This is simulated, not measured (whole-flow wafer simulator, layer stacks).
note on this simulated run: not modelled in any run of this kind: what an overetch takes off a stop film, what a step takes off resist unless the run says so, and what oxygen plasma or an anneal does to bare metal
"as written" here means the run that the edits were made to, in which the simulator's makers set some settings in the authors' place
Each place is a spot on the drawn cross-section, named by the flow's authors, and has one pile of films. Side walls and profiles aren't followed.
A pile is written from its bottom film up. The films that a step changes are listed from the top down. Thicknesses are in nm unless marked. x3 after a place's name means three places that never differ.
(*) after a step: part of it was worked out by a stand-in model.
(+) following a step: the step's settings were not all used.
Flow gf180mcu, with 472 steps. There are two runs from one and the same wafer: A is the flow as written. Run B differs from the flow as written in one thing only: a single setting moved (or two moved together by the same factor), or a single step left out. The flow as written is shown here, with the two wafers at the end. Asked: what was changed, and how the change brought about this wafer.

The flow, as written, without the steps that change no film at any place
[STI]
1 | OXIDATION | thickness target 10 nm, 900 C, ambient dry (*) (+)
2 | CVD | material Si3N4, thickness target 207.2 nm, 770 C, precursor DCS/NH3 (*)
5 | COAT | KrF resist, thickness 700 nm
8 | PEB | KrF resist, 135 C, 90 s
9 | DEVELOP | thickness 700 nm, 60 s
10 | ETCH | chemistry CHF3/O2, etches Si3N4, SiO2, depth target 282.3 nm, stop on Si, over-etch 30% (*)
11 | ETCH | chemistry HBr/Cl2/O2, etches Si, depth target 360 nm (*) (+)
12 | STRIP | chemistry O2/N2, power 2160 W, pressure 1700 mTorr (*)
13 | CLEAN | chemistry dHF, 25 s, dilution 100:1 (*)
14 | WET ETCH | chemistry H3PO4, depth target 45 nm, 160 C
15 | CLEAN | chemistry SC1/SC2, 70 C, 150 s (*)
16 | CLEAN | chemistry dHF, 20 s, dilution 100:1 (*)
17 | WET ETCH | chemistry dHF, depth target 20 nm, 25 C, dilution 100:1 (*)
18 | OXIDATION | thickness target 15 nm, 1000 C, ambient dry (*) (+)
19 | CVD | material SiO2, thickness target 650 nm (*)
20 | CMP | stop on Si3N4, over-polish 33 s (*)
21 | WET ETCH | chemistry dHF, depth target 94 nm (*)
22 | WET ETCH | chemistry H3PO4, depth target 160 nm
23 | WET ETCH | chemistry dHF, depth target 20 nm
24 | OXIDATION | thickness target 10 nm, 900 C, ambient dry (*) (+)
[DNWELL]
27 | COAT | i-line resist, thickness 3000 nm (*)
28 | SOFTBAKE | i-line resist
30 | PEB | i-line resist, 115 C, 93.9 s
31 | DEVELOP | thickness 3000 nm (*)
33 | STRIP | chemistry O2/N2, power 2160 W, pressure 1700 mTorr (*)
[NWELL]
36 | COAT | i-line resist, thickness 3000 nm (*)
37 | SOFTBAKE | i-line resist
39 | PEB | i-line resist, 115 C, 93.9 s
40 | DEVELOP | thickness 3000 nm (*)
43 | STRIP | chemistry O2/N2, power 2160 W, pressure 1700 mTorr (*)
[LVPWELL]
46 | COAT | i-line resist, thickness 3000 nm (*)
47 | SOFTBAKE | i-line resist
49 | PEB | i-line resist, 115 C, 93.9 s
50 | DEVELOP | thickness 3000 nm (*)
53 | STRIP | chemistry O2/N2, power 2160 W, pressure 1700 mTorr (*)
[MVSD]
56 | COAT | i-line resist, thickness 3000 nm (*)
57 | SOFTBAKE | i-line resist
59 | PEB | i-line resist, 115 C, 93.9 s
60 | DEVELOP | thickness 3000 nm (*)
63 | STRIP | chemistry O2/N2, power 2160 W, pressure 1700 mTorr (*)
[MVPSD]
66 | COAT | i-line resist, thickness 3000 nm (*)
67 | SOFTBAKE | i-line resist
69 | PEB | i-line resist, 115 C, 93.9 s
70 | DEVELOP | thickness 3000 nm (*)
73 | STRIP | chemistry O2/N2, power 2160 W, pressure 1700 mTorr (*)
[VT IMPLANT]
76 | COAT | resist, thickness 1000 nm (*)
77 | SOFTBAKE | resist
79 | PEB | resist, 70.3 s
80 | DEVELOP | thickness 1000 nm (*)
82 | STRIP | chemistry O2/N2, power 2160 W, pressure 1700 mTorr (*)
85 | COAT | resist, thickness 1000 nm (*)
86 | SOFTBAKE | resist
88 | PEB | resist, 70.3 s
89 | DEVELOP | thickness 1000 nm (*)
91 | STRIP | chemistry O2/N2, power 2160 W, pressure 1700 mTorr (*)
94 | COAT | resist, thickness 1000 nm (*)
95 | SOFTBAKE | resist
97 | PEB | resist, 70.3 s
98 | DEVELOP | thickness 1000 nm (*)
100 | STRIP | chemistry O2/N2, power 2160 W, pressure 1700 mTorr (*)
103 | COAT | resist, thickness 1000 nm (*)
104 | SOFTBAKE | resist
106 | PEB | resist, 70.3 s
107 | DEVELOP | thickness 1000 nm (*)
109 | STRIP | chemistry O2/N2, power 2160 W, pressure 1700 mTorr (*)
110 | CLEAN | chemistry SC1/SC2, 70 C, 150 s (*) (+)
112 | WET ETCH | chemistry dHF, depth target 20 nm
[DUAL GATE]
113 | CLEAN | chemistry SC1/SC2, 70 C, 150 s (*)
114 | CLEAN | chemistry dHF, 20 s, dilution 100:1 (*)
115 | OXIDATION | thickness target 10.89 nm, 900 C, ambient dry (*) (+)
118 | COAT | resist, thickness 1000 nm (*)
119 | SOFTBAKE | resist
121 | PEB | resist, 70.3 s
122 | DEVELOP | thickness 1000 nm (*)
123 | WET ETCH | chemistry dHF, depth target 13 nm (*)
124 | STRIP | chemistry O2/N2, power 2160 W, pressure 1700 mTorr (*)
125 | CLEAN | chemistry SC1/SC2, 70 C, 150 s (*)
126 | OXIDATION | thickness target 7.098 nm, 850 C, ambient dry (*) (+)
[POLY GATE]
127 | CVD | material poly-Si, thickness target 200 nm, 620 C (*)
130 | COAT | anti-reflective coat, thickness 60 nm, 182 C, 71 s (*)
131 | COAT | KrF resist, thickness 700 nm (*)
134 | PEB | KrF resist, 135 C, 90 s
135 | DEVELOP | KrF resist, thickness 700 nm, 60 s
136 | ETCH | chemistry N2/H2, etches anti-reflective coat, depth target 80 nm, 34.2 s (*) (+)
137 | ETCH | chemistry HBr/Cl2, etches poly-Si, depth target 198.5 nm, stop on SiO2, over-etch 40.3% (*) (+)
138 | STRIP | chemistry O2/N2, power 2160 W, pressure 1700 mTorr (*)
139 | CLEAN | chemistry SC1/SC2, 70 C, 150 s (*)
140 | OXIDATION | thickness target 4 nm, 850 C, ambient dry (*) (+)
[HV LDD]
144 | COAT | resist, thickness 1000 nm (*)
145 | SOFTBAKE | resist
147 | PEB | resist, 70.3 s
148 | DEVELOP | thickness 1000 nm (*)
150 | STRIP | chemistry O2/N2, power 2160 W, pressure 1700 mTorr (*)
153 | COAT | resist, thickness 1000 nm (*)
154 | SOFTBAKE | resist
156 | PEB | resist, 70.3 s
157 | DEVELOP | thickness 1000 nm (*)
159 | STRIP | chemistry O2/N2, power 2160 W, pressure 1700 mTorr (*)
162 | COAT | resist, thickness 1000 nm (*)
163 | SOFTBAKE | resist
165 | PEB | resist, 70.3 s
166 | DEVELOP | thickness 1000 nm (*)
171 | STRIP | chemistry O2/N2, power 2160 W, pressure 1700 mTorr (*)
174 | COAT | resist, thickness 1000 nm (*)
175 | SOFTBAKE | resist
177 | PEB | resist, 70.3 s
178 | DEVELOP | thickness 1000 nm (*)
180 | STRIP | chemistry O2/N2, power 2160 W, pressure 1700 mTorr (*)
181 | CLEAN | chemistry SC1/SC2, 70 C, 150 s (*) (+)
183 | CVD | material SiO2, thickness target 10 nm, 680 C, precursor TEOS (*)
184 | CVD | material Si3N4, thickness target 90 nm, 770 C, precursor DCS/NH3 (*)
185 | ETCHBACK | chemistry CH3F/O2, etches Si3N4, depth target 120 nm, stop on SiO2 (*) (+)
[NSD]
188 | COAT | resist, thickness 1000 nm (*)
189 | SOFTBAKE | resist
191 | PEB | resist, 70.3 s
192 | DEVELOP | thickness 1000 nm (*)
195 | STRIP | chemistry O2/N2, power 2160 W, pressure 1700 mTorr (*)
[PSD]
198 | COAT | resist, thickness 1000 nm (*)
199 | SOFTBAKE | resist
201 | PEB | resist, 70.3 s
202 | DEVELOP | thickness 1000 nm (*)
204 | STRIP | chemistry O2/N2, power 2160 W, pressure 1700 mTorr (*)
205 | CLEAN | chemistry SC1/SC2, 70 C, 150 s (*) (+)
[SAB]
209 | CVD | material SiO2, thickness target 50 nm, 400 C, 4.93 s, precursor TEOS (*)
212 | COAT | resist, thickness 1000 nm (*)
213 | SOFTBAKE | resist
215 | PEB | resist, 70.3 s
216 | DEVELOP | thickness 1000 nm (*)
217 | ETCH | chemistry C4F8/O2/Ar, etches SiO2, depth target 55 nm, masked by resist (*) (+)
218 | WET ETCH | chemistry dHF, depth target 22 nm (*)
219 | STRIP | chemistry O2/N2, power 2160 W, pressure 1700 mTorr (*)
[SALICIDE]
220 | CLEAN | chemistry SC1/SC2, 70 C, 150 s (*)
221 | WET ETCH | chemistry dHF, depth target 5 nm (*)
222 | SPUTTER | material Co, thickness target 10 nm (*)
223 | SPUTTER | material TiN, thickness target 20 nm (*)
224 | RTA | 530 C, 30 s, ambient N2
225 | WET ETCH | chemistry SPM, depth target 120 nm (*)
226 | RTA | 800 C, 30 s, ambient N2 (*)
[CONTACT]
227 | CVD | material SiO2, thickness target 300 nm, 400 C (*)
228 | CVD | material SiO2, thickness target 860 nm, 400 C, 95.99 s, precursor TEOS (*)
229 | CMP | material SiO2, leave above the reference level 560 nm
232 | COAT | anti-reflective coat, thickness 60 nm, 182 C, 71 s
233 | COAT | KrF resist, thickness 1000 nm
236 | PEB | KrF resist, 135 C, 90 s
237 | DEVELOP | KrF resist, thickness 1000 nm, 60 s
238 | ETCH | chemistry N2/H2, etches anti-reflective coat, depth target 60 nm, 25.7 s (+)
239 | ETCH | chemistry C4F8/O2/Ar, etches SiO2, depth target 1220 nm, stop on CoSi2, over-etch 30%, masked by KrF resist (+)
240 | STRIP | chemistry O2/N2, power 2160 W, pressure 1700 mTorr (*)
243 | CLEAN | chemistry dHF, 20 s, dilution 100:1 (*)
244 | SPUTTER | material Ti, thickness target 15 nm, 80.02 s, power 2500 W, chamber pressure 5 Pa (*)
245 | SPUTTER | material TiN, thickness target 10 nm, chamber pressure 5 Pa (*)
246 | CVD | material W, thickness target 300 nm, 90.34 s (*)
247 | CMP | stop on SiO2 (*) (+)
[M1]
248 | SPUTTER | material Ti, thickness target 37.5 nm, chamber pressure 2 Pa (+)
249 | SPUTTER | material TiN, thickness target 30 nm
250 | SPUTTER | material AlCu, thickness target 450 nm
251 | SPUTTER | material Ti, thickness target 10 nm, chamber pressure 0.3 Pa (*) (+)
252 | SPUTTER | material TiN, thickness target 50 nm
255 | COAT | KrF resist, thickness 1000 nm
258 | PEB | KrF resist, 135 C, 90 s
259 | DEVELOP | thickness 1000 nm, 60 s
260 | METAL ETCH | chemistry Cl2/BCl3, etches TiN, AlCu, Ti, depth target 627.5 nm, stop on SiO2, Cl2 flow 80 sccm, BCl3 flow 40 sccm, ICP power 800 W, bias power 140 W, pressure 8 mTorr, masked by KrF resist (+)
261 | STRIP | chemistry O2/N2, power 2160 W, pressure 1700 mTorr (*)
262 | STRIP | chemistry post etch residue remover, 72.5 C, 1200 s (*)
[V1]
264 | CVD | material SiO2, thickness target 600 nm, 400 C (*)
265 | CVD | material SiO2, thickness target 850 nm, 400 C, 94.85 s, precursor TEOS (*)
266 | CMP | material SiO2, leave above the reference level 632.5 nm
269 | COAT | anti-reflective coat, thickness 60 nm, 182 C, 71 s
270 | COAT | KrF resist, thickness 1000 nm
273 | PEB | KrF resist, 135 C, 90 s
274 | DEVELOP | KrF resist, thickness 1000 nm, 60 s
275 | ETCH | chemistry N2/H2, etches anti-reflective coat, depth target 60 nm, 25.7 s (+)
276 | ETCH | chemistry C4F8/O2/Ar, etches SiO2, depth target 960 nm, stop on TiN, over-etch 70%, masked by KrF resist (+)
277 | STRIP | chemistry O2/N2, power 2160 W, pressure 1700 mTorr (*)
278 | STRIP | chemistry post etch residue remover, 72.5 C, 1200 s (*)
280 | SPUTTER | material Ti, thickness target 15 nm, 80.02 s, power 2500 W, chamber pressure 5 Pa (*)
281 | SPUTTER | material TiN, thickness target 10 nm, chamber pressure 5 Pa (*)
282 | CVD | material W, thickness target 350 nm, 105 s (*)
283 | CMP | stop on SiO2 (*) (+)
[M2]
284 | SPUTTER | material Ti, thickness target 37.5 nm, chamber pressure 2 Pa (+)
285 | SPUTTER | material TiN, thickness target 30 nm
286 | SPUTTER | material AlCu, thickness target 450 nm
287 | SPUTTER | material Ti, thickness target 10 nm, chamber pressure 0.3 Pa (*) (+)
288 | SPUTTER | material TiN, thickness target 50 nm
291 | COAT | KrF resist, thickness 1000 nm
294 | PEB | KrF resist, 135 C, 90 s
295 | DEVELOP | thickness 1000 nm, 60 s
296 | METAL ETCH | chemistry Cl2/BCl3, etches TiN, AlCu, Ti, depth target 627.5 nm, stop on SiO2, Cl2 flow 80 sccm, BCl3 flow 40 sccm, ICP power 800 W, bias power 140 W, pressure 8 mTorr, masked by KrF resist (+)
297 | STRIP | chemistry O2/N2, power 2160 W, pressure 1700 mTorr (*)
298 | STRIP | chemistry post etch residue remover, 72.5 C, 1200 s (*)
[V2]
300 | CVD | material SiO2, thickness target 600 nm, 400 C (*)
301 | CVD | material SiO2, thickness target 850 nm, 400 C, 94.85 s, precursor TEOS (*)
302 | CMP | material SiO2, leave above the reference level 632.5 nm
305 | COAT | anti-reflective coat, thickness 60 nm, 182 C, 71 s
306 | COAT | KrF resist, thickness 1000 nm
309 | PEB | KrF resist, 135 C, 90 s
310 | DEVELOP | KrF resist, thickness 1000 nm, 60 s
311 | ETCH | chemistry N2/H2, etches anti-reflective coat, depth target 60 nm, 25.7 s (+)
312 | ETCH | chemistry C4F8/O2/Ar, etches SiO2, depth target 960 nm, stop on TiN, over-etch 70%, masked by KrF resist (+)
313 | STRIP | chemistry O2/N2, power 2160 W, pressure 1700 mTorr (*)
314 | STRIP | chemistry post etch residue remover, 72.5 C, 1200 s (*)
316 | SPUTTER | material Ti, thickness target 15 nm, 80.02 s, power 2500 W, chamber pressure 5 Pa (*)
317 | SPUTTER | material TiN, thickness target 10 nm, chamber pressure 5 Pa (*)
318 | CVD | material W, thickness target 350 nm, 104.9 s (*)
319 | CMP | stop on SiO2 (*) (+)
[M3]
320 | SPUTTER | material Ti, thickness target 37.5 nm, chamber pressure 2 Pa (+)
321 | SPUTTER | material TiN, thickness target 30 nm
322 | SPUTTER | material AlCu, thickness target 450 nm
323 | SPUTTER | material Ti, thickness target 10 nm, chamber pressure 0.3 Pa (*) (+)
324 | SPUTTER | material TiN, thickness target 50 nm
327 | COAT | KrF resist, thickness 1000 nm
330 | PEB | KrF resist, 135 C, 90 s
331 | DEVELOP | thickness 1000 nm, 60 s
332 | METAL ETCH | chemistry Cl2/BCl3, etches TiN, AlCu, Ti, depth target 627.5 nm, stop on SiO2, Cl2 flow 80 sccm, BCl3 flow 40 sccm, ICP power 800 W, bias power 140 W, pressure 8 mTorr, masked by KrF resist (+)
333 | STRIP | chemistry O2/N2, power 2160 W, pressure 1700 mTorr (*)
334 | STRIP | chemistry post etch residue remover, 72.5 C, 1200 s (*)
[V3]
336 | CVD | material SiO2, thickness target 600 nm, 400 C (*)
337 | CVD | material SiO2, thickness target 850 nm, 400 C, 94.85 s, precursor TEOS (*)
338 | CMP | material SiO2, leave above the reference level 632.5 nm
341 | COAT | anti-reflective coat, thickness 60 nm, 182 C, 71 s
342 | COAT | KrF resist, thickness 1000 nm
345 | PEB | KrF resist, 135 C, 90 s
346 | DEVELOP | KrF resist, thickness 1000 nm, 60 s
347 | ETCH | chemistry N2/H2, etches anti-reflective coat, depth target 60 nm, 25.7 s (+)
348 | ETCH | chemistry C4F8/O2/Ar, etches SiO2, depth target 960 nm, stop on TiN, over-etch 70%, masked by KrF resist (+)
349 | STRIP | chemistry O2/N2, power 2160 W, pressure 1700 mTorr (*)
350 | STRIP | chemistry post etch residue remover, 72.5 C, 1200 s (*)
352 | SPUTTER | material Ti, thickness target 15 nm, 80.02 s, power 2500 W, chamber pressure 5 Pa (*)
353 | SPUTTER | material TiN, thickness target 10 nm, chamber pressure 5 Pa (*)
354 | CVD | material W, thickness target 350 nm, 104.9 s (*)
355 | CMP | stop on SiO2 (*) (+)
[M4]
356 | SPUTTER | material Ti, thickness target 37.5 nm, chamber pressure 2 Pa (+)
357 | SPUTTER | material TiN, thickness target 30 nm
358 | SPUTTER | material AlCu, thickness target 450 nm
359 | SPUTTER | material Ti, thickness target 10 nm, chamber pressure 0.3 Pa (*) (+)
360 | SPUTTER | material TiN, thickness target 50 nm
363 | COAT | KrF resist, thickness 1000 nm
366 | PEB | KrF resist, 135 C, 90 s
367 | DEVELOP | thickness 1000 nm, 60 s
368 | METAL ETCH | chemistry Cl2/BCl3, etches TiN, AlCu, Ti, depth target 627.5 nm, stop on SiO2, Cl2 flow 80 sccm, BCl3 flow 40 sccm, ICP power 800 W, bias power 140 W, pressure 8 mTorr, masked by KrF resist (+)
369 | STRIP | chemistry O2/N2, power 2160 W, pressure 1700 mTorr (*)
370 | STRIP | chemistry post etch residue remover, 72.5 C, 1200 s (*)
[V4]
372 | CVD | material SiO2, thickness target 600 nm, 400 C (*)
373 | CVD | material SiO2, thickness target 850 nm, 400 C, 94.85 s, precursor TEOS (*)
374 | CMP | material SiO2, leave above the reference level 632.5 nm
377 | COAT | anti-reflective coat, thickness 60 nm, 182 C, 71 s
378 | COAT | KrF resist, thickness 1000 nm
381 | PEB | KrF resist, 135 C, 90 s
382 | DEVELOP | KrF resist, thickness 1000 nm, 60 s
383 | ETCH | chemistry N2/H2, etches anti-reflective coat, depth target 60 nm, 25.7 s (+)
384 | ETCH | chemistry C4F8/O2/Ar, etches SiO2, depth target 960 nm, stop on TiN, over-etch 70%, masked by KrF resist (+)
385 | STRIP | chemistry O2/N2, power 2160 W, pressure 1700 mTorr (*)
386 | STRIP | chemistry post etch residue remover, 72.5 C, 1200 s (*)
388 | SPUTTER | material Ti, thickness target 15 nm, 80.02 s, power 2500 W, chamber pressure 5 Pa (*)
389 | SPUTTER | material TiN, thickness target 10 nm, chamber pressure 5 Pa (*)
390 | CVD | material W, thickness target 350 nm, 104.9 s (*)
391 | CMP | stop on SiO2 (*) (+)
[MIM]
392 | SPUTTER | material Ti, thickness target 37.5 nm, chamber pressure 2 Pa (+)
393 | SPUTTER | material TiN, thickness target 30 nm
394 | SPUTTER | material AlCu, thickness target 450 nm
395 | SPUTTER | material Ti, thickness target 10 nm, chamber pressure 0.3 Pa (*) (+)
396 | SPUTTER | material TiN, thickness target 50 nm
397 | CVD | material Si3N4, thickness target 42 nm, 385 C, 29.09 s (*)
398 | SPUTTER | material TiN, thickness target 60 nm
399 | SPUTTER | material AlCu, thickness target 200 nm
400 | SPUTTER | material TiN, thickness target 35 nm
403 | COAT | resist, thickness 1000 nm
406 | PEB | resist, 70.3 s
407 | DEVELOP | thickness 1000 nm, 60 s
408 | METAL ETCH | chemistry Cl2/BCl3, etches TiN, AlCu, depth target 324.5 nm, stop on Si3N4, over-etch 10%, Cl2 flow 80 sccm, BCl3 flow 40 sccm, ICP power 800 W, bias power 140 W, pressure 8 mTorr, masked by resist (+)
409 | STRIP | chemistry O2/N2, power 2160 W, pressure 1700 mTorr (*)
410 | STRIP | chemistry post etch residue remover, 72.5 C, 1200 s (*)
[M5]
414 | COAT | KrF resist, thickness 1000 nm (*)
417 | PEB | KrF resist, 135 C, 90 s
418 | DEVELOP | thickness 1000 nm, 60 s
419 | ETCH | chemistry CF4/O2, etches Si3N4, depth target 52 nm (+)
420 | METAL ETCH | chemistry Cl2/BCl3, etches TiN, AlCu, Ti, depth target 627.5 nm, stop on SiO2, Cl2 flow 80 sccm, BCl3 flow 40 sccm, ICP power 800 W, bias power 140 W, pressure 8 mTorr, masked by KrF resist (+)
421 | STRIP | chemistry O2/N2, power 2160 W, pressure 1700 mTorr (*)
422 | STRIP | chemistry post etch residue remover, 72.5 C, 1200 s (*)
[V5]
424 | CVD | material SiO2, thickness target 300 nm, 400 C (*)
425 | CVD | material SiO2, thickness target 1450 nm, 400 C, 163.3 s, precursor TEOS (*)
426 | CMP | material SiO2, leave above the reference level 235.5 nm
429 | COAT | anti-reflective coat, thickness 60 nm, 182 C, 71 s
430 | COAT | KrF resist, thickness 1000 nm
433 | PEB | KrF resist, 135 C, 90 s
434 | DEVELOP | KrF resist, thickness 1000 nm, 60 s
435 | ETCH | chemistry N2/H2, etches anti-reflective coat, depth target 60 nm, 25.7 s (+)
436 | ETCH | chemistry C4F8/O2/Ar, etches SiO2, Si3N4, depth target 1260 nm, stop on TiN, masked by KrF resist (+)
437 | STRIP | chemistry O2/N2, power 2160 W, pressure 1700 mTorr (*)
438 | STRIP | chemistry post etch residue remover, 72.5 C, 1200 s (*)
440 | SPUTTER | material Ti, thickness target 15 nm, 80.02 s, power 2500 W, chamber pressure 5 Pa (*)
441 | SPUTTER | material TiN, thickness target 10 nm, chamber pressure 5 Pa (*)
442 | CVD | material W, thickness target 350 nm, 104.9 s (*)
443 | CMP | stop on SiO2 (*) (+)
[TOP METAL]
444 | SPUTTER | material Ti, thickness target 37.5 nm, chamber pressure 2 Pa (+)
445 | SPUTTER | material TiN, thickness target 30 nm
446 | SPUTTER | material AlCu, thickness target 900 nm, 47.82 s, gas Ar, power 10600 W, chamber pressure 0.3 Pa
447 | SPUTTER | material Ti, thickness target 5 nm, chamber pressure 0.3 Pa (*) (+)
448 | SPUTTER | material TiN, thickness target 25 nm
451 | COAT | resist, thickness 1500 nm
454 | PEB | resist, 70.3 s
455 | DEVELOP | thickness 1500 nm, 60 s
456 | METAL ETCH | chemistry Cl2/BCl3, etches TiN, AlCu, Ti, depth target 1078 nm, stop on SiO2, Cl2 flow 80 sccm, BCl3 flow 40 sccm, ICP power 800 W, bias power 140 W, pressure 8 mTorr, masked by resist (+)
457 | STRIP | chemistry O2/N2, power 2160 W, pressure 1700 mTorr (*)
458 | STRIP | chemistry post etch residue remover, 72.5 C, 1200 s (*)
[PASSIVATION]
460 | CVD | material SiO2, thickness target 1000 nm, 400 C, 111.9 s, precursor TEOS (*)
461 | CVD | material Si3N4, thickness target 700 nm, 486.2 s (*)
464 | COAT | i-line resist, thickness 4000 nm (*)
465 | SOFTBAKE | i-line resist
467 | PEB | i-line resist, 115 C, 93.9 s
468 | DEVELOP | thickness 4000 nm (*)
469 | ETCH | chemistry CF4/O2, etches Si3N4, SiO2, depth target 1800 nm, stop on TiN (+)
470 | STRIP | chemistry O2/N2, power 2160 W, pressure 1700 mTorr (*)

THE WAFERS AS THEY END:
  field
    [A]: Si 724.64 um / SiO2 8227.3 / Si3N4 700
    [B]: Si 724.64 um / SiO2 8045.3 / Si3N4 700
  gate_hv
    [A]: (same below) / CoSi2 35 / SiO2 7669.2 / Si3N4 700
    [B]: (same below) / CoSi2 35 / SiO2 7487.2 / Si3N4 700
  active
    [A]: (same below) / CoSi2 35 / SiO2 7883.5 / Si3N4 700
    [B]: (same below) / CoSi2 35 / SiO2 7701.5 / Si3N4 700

The reason: step 229, CMP: leave above the reference level 378 nm was run, though the flow has leave above the reference level 560 nm.

The path from the change to this, step by step:
  229 | CMP | material SiO2, leave above the reference level 560 nm
      gate_hv, gate_nat, ld_gate_n and 11 more: A SiO2 loses 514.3 | B SiO2 loses 696.3
      ldn_sep__w1, ldn_sep__w2, ldn_dft and 8 more: A SiO2 loses 311 | B SiO2 loses 493
      (and at 86 other places as well)
  239 | ETCH | chemistry C4F8/O2/Ar, etches SiO2, depth target 1220 nm, stop on CoSi2, over-etch 30%, masked by KrF resist (+)
      field, field__w1, field__w2 and 105 more: A KrF resist loses 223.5 | B KrF resist loses 176.2
      polyc_n, polyc_p: A SiO2 loses 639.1 (all of it) | B SiO2 loses 457.1 (all of it)
      (and at 1 other place as well)
  240 | STRIP | chemistry O2/N2, power 2160 W, pressure 1700 mTorr (*)
      field, field__w1, field__w2 and 105 more: A KrF resist loses 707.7 (all of it), anti-reflective coat loses 60 (all of it) | B KrF resist loses 755 (all of it), anti-reflective coat loses 60 (all of it)
  244 | SPUTTER | material Ti, thickness target 15 nm, 80.02 s, power 2500 W, chamber pressure 5 Pa (*)
      contact: A Ti gains 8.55 (new film) | B Ti gains 9.52 (new film)
  245 | SPUTTER | material TiN, thickness target 10 nm, chamber pressure 5 Pa (*)
      contact: A TiN gains 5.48 (new film) | B TiN gains 6.09 (new film)
  246 | CVD | material W, thickness target 300 nm, 90.34 s (*)
      polyc_n, polyc_p: A W gains 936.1 (new film) | B W gains 754.1 (new film)
      contact: A W gains 1167.5 (new film) | B W gains 983.9 (new film)
